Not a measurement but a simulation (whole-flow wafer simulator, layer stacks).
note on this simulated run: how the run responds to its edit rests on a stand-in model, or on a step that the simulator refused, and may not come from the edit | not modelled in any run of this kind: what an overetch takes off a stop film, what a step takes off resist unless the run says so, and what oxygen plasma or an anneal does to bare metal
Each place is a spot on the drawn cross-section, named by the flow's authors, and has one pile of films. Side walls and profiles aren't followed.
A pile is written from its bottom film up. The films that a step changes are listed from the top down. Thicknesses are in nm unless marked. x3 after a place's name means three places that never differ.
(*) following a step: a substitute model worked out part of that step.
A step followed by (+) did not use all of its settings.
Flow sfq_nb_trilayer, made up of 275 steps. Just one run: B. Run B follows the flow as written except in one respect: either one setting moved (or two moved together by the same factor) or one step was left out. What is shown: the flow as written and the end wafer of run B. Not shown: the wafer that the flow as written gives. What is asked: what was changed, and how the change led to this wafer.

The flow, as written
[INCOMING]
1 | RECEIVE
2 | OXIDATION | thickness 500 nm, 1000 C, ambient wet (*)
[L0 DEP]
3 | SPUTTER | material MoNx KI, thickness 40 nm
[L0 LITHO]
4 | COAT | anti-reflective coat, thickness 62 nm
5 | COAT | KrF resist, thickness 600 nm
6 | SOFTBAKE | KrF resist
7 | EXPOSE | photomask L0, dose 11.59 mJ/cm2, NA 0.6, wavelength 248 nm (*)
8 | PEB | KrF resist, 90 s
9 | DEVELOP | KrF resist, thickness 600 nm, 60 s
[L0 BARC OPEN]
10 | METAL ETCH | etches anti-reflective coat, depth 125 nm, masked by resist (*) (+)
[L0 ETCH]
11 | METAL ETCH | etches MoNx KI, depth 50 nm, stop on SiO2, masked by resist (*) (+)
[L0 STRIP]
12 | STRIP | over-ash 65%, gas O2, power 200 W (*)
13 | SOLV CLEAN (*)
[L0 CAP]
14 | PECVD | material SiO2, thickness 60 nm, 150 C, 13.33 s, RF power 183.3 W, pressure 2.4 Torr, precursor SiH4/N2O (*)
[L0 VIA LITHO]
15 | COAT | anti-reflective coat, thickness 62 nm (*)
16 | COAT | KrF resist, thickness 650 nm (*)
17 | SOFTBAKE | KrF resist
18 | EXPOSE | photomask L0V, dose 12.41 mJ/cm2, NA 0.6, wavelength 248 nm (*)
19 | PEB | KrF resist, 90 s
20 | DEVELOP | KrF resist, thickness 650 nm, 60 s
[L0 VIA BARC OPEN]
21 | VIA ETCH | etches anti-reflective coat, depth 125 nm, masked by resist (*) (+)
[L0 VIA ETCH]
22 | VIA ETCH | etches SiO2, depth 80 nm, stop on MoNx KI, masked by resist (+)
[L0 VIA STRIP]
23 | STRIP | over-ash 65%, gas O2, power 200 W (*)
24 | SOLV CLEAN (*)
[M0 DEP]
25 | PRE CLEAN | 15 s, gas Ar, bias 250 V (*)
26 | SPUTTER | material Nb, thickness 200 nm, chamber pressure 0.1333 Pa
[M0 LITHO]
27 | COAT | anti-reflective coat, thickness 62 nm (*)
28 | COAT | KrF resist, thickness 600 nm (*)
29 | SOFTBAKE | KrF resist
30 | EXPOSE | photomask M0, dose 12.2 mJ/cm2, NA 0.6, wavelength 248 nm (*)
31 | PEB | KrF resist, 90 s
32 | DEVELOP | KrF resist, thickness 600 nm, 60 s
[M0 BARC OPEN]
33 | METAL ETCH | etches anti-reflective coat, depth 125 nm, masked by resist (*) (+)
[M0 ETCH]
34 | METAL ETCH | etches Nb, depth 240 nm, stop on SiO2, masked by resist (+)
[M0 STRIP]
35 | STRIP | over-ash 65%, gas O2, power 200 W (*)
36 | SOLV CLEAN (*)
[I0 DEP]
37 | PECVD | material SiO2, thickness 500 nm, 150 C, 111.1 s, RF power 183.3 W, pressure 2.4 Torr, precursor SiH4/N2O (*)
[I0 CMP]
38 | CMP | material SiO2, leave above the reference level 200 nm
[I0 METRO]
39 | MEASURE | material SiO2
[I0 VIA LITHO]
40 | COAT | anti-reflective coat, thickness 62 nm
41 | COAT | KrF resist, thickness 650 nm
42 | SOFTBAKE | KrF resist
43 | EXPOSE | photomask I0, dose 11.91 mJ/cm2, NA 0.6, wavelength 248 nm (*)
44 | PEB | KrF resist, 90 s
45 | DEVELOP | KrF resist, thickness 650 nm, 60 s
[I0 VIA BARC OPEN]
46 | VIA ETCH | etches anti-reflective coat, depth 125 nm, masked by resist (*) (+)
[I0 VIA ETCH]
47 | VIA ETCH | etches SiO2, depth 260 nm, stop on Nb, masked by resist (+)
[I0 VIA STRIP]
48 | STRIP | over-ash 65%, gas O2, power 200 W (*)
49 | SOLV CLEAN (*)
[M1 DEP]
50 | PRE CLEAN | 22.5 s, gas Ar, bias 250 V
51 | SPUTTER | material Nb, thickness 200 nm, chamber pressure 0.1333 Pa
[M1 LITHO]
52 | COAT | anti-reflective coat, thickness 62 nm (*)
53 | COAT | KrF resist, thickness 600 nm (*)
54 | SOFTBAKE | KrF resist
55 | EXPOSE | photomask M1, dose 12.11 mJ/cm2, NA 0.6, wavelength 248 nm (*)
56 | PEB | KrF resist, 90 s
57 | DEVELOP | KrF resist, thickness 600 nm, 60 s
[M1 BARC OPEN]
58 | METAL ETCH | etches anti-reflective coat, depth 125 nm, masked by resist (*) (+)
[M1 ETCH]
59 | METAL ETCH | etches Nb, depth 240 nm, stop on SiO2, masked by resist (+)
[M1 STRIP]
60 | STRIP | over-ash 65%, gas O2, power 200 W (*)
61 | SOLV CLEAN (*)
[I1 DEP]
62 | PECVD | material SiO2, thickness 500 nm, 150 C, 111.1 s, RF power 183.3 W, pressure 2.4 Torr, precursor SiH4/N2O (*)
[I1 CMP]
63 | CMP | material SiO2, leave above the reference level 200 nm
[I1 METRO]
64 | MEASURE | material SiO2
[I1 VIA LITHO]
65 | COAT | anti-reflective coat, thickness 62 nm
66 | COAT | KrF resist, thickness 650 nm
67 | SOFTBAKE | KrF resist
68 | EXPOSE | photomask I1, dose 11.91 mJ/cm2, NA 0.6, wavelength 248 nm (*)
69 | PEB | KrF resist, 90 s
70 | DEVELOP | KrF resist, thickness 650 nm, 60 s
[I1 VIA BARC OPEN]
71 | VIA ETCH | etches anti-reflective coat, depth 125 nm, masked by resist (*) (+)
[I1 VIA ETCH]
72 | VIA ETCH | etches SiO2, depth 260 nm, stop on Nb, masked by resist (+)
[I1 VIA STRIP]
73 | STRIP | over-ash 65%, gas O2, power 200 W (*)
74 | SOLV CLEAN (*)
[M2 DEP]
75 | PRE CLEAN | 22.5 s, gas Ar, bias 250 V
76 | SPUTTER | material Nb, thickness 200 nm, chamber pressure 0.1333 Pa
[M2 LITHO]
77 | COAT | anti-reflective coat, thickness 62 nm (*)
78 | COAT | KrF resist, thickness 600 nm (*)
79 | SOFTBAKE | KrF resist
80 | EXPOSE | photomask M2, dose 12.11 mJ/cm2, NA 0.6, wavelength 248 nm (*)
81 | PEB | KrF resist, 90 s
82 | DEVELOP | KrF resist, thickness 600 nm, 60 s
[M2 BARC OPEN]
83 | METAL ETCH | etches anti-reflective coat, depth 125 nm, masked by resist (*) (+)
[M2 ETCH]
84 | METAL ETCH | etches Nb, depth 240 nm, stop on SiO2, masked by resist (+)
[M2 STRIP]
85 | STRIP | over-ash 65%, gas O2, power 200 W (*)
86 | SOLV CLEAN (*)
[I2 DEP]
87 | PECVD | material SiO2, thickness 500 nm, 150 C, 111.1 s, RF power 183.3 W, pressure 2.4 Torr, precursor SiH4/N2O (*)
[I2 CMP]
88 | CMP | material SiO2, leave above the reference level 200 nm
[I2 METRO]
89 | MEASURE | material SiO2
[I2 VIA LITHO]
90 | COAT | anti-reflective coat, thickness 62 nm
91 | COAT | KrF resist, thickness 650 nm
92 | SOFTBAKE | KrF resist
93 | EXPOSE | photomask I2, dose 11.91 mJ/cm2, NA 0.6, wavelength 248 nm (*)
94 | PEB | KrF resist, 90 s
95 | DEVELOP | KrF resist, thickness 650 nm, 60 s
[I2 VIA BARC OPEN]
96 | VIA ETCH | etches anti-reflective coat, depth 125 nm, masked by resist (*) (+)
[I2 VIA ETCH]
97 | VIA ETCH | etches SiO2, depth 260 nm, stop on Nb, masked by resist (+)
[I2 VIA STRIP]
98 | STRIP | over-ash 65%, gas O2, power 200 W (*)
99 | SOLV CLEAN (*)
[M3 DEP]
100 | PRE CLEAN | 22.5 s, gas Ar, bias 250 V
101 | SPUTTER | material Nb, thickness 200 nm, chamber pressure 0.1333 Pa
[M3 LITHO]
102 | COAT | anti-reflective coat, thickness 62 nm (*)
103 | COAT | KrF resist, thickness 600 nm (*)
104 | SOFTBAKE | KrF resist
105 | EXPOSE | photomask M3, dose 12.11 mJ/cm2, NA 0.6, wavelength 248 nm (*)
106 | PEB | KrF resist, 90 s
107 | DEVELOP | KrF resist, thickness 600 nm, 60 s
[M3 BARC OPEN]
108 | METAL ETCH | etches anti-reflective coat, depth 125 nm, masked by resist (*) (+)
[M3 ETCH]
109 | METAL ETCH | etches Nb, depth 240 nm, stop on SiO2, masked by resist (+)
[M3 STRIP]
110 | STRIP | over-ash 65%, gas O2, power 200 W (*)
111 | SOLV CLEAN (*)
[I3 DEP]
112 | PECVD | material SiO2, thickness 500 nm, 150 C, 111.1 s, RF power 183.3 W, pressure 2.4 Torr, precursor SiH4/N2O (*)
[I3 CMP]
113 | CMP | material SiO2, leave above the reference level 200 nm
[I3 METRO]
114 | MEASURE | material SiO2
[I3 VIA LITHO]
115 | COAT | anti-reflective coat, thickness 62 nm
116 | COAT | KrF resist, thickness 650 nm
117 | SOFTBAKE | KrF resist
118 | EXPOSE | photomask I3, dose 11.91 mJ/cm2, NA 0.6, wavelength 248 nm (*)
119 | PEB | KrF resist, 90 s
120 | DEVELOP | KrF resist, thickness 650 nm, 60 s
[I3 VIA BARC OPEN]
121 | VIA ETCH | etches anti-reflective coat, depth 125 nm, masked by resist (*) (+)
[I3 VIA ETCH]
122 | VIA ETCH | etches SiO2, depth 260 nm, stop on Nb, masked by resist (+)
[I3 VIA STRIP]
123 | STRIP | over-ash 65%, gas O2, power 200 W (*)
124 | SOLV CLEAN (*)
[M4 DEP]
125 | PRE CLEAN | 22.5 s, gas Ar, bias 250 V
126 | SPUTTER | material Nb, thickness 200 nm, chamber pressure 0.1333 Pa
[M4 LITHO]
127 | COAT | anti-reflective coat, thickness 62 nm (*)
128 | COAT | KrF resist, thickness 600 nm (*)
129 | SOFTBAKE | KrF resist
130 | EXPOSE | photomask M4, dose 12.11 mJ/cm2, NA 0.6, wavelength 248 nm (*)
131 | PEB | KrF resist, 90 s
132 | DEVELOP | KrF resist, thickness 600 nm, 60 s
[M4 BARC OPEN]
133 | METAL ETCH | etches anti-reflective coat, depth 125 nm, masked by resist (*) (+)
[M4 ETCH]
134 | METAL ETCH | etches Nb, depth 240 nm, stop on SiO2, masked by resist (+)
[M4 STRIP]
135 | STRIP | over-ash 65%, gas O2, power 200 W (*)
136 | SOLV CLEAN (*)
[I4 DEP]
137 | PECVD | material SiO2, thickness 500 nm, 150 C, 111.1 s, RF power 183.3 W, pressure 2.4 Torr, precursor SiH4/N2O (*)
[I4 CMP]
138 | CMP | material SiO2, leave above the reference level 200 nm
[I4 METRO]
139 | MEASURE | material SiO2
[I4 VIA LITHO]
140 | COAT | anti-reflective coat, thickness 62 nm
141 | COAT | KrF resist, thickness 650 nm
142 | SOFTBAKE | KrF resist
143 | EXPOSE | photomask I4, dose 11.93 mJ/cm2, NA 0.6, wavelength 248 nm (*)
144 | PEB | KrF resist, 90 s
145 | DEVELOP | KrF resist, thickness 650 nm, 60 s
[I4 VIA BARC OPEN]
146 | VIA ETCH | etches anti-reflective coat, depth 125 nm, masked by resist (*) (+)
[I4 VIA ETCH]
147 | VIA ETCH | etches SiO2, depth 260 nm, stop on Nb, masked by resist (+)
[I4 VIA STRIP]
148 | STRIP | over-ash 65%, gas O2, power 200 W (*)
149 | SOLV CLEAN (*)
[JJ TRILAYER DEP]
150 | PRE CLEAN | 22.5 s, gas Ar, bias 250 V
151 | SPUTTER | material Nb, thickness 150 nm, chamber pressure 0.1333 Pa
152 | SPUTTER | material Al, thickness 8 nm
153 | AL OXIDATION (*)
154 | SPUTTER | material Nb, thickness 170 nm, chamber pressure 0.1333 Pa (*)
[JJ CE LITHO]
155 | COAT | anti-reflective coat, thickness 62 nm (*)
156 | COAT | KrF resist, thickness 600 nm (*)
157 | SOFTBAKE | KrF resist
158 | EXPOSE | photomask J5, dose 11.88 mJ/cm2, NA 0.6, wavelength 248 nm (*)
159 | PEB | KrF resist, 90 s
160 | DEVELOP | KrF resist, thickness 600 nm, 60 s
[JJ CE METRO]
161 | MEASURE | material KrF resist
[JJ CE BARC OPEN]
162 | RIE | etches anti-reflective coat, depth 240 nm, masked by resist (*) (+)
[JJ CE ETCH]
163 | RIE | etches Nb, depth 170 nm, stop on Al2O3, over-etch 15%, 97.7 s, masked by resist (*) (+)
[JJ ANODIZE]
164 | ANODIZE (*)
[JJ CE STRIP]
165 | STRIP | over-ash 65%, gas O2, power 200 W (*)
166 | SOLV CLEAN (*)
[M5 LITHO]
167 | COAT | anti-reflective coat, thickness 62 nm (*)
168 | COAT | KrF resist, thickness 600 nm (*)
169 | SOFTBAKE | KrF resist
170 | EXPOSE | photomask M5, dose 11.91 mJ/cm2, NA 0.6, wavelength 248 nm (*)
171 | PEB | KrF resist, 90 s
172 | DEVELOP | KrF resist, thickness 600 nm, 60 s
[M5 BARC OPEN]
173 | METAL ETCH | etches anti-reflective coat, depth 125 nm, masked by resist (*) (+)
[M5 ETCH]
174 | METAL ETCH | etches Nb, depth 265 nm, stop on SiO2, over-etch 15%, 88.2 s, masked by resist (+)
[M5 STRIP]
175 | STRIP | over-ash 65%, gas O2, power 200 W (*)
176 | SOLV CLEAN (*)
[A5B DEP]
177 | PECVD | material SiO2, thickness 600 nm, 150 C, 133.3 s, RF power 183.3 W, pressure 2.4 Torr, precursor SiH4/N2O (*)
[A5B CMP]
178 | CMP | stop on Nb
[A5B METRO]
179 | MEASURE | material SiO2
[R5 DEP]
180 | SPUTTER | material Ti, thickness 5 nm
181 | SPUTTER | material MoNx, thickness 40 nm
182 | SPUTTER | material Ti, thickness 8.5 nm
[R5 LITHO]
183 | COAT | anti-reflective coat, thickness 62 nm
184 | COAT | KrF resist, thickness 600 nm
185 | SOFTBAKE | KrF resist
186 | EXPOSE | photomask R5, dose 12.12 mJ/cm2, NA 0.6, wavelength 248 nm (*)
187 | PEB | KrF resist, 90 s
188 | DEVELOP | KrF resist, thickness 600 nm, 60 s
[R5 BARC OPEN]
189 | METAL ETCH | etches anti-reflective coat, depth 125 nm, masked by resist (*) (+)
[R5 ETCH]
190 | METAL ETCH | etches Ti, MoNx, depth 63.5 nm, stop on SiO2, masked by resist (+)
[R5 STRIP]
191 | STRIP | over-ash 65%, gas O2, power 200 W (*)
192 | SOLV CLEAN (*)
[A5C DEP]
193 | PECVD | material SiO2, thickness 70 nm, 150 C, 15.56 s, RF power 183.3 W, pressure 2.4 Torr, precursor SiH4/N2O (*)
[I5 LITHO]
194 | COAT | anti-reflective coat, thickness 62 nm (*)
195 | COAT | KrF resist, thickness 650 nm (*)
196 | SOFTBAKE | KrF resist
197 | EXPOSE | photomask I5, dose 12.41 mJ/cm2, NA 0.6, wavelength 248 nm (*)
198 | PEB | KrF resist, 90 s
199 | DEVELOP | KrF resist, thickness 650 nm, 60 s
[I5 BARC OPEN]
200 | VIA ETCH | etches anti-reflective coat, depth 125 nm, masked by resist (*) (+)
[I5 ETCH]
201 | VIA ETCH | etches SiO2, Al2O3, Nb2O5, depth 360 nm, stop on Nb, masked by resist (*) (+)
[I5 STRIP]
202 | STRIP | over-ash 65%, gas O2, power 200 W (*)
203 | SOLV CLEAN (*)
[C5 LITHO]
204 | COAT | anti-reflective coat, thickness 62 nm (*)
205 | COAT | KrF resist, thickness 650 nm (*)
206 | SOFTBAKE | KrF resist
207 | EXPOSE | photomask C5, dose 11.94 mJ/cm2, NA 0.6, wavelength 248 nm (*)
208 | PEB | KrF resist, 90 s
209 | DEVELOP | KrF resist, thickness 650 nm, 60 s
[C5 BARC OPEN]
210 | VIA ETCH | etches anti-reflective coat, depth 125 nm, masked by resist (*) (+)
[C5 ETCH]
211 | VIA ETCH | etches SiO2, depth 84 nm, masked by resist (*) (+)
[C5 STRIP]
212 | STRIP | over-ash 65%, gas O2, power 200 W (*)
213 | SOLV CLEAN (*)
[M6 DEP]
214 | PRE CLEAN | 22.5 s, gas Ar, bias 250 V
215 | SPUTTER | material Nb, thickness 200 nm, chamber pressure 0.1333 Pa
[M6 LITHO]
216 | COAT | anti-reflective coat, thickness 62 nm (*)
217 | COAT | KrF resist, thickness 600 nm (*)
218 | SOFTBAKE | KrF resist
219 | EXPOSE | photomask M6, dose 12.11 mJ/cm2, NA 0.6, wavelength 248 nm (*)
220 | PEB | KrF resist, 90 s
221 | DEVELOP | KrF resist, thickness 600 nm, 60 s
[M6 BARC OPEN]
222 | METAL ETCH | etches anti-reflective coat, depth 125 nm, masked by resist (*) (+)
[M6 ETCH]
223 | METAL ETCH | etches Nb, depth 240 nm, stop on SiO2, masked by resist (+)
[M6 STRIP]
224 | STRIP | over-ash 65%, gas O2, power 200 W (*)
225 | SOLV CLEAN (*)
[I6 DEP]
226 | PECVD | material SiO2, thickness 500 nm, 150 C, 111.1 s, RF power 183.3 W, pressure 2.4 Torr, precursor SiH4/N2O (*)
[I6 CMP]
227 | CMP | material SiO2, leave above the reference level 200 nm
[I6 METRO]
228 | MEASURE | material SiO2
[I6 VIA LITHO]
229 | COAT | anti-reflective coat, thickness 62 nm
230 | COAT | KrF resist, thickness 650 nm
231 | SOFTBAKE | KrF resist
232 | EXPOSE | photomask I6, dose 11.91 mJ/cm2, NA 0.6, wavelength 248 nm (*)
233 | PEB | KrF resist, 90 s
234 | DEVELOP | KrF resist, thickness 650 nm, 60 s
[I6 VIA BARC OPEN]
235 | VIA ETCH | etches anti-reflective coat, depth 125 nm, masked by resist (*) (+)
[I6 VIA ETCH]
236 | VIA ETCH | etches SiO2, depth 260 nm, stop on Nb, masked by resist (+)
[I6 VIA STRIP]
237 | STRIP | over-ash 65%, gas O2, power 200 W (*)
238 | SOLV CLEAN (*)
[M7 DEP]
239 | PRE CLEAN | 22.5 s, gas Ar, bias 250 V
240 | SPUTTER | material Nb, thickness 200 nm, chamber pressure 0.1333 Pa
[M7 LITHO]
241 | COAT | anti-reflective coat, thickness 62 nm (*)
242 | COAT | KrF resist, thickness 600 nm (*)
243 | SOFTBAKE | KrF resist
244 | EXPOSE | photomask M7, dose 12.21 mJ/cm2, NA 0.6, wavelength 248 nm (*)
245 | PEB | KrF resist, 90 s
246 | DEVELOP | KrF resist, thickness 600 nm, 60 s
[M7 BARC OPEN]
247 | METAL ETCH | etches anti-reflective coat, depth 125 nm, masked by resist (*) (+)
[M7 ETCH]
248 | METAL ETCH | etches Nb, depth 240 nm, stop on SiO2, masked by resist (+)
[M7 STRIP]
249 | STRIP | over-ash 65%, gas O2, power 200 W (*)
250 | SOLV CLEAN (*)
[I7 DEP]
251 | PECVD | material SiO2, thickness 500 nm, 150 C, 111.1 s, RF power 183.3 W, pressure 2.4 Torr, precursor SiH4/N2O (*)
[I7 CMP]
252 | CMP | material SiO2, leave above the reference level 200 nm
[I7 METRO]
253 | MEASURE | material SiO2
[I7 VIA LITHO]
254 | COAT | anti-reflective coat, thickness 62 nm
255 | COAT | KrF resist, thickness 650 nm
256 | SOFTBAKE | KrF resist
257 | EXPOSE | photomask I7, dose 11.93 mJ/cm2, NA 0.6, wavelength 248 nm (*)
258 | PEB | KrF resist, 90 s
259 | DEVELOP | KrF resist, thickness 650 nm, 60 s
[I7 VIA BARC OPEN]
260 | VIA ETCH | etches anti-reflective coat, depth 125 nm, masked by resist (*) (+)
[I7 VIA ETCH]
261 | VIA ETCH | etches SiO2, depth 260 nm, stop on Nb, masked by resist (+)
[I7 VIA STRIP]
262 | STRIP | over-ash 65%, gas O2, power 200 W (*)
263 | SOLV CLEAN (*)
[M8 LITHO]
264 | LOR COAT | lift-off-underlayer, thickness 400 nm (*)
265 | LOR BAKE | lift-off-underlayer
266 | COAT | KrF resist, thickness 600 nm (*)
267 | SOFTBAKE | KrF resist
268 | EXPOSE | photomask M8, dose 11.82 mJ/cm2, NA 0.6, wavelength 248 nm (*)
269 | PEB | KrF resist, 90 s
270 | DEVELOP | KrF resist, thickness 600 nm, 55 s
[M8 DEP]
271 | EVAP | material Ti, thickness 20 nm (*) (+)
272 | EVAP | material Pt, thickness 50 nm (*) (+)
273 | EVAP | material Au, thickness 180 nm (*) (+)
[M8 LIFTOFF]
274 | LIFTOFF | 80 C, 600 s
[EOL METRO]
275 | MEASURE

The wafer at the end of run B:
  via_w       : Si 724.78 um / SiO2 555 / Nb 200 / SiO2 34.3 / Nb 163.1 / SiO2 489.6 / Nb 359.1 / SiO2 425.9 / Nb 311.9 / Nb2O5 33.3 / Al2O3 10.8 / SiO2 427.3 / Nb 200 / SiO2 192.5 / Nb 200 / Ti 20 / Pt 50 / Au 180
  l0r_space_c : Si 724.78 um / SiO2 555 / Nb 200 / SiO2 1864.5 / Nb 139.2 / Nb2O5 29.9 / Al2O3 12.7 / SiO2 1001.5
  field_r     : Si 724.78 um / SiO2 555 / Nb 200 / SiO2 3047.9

What caused this: step 38, CMP: leave above the reference level 302 nm was run, while the flow as written has leave above the reference level 200 nm.

Step by step, how the change led to this:
  38 | CMP | material SiO2, leave above the reference level 200 nm
      v_sur, via_wl, via_w and 94 more: -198 SiO2 (as written it would have been: -300 SiO2)
      field_l, l0_sur, l0r_line_l, l0r_line_c, l0r_line_r: -238 SiO2 (as written it would have been: -340 SiO2)
      (and at 4 other places as well)
  47 | VIA ETCH | etches SiO2, depth 260 nm, stop on Nb, masked by resist (+)
      via_w: -260 SiO2 (as written it would have been: -199.8 SiO2 (all of it))
  50 | PRE CLEAN | 22.5 s, gas Ar, bias 250 V
      via_w: -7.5 SiO2 (as written it would have been: -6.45 Nb)
  51 | SPUTTER | material Nb, thickness 200 nm, chamber pressure 0.1333 Pa
      via_w: +163.1 Nb (new film) (as written it would have been: +174.5 Nb)
  52 | COAT | anti-reflective coat, thickness 62 nm (*)
      via_w: +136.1 anti-reflective coat (new film) (as written it would have been: +123.1 anti-reflective coat (new film))
      via_wr: +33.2 anti-reflective coat (new film) (as written it would have been: +34.9 anti-reflective coat (new film))
  53 | COAT | KrF resist, thickness 600 nm (*)
      via_w: +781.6 KrF resist (new film) (as written it would have been: +731.8 KrF resist (new film))
  60 | STRIP | over-ash 65%, gas O2, power 200 W (*)
      via_w: -563.6 KrF resist (all of it), -136.1 anti-reflective coat (all of it) (as written it would have been: -513.8 KrF resist (all of it), -123.1 anti-reflective coat (all of it))
      via_wr: -378.6 KrF resist (all of it), -33.2 anti-reflective coat (all of it) (as written it would have been: -384.4 KrF resist (all of it), -34.9 anti-reflective coat (all of it))
  62 | PECVD | material SiO2, thickness 500 nm, 150 C, 111.1 s, RF power 183.3 W, pressure 2.4 Torr, precursor SiH4/N2O (*)
      via_w: +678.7 SiO2 (new film) (as written it would have been: +606 SiO2 (new film))
Taking metal films that touch as one body, via_w has 6 bodies (between them, from the top down: SiO2 192.5; SiO2 427.3 / Al2O3 10.8 / Nb2O5 33.3; SiO2 425.9; SiO2 489.6; SiO2 34.3); the flow as written gives 5 bodies (between them, from the top down: SiO2 192.5; SiO2 427.3 / Al2O3 10.8 / Nb2O5 33.3; SiO2 425.9; SiO2 416.9).
